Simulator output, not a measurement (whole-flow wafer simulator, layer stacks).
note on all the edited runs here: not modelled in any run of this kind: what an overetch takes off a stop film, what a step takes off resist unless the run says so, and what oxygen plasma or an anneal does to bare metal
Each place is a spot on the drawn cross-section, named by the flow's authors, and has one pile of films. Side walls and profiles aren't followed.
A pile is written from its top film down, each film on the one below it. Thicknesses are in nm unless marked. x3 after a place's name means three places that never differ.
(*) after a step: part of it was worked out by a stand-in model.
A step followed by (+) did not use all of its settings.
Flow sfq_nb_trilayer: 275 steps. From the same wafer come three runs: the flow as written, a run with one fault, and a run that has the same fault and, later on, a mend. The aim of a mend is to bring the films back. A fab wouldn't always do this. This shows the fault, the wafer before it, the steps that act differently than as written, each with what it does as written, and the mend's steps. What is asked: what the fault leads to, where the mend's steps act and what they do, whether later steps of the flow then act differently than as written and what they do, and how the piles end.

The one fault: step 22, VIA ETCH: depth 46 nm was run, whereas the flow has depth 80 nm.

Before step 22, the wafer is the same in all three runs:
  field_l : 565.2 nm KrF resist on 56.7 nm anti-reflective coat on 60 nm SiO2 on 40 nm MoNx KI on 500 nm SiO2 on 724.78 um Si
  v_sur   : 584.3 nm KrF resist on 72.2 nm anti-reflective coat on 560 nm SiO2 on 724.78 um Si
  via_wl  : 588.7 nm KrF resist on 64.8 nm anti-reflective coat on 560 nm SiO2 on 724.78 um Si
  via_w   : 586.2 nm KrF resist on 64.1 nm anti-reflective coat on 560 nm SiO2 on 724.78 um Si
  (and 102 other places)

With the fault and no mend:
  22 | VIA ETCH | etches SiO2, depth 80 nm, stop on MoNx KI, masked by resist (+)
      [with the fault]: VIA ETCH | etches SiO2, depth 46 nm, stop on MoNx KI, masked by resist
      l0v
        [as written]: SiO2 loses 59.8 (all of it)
        [with the fault]: SiO2 loses 46
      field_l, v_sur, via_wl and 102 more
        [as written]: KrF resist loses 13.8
        [with the fault]: KrF resist loses 7.93
  Steps further on in the flow that do not act as written (5 other steps are not shown; they differ only slightly, by no more than 2% or 0.5 nm, whichever is larger):
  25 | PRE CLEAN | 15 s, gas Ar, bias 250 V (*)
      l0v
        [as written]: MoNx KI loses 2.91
        [with the fault]: SiO2 loses 5
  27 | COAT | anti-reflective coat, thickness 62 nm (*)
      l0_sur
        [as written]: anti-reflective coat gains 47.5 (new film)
        [with the fault]: anti-reflective coat gains 48.8 (new film)
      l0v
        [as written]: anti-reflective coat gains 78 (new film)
        [with the fault]: anti-reflective coat gains 74.4 (new film)
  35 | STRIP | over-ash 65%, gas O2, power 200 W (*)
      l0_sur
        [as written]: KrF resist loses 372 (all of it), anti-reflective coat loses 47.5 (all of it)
        [with the fault]: KrF resist loses 372.7 (all of it), anti-reflective coat loses 48.8 (all of it)
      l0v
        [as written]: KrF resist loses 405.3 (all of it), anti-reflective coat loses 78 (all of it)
        [with the fault]: KrF resist loses 397.9 (all of it), anti-reflective coat loses 74.4 (all of it)
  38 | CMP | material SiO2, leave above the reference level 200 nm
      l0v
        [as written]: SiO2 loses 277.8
        [with the fault]: SiO2 loses 291.5
  The piles end different from the flow's at l0v by more than 2% or 0.5 nm, whichever is larger.
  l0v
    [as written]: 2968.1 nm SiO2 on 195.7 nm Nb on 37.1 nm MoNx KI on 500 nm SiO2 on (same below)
    [with the fault]: 2954.4 nm SiO2 on 197.6 nm Nb on 8.85 nm SiO2 on 40 nm MoNx KI on 500 nm SiO2 on (same below)

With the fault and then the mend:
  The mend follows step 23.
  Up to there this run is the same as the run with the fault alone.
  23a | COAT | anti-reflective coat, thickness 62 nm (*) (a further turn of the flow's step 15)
      p4_fl x3, p4_w1 x9, p4_g1 x2 and 59 more
        anti-reflective coat gains 62 (new film)
      jj_sur, ce_l, c5j and 6 more
        anti-reflective coat gains 63.6 (new film)
      be, be_sur, gap, moat, field_r, lsp_l
        anti-reflective coat gains 63.7 (new film)
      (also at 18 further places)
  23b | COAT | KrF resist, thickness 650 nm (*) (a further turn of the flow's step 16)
      p4_fl x3, p4_w1 x9, p4_g1 x2 and 59 more
        KrF resist gains 650 (new film)
      jj_sur, ce_l, c5j, ce_r, r_sur, res, r_end
        KrF resist gains 656.8 (new film)
      l0r_line_l, l0r_line_c, l0r_line_r
        KrF resist gains 646 (new film)
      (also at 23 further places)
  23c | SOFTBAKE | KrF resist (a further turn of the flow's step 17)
      leaves every film unchanged at each place that is followed
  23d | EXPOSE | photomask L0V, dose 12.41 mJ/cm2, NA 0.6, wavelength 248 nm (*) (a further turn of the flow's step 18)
      leaves every film unchanged at each place that is followed
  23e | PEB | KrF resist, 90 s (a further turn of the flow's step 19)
      p4_fl x3, p4_w1 x9, p4_g1 x2 and 59 more
        KrF resist loses 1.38
      via_v, wire, be and 17 more
        KrF resist loses 1.39
      v_sur, via_w, via_wr, via_sp, ln_m6
        KrF resist loses 1.4
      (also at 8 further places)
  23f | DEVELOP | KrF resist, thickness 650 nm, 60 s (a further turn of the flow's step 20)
      field_l, v_sur, via_wl and 102 more
        KrF resist loses 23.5
      l0v
        KrF resist loses 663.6 (all of it)
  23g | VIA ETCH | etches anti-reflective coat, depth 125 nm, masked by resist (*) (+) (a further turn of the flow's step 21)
      field_l, v_sur, via_wl and 102 more
        KrF resist loses 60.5
      l0v
        anti-reflective coat loses 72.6 (all of it), SiO2 loses 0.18
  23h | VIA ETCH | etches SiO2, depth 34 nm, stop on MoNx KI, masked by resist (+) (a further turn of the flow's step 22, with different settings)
      field_l, v_sur, via_wl and 102 more
        KrF resist loses 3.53
      l0v
        SiO2 loses 13.7 (all of it)
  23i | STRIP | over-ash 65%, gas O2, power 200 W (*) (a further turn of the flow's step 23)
      p4_fl x3, p4_w1 x9, p4_g1 x2 and 59 more
        KrF resist loses 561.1 (all of it), anti-reflective coat loses 62 (all of it)
      ce_l, c5j, ce_r, sp_r, be_r, r_sur, res
        KrF resist loses 567.8 (all of it), anti-reflective coat loses 63.6 (all of it)
      l0r_line_l, l0r_line_c, l0r_line_r
        KrF resist loses 557.1 (all of it), anti-reflective coat loses 59 (all of it)
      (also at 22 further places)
  Every later step of the flow that is run acts as written at every place that is followed.
  The piles end the same as the flow's at every place that both follow.
